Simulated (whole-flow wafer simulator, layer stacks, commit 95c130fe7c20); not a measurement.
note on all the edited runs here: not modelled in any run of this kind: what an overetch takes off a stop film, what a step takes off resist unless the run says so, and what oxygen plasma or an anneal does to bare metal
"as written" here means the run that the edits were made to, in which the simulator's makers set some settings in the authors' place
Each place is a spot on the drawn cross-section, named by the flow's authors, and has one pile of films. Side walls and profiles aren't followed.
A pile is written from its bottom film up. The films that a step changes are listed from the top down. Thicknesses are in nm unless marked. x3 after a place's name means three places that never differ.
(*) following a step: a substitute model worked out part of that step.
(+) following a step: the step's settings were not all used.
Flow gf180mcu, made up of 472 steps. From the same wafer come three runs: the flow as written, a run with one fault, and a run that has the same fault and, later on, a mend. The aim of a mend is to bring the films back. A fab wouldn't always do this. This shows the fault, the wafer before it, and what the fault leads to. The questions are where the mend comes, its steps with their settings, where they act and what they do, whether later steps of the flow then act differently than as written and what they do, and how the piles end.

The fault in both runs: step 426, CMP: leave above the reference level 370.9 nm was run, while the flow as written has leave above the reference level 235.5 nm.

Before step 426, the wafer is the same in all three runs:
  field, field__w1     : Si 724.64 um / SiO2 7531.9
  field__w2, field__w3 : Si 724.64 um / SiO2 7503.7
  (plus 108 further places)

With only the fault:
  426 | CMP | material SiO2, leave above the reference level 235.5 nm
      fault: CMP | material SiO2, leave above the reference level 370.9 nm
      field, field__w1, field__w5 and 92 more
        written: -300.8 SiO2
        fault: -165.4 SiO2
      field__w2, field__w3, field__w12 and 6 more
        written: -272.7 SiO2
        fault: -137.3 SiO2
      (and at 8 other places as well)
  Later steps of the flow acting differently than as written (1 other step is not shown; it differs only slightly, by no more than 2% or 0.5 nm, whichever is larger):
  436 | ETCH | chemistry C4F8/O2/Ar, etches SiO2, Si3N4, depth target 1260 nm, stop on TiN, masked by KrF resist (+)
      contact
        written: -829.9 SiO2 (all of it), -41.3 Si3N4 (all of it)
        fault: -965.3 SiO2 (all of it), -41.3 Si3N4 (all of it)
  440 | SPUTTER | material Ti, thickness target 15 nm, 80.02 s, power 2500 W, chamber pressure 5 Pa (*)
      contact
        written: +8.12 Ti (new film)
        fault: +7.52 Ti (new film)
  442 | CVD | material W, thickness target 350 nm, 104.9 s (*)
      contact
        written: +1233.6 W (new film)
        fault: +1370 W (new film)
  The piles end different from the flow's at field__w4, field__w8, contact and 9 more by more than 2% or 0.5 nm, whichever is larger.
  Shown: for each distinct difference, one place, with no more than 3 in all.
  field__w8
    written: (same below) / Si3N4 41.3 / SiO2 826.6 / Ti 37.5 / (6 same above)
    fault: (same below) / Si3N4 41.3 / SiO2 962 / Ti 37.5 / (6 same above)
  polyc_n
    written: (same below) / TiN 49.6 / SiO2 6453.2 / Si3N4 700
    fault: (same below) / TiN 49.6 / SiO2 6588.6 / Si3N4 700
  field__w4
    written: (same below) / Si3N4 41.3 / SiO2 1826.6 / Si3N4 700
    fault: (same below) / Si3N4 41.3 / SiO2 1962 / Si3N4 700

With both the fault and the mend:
  After step 426 comes the mend.
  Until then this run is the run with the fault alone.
  426a | CMP | material SiO2, leave above the reference level 235.5 nm (the flow's step 426 again)
      field, field__w1, field__w2 and 109 more
        -135.4 SiO2
  None of the later steps of the flow acts differently than as written at any place that is followed.
  The piles end the same as the flow's at every place that both follow.
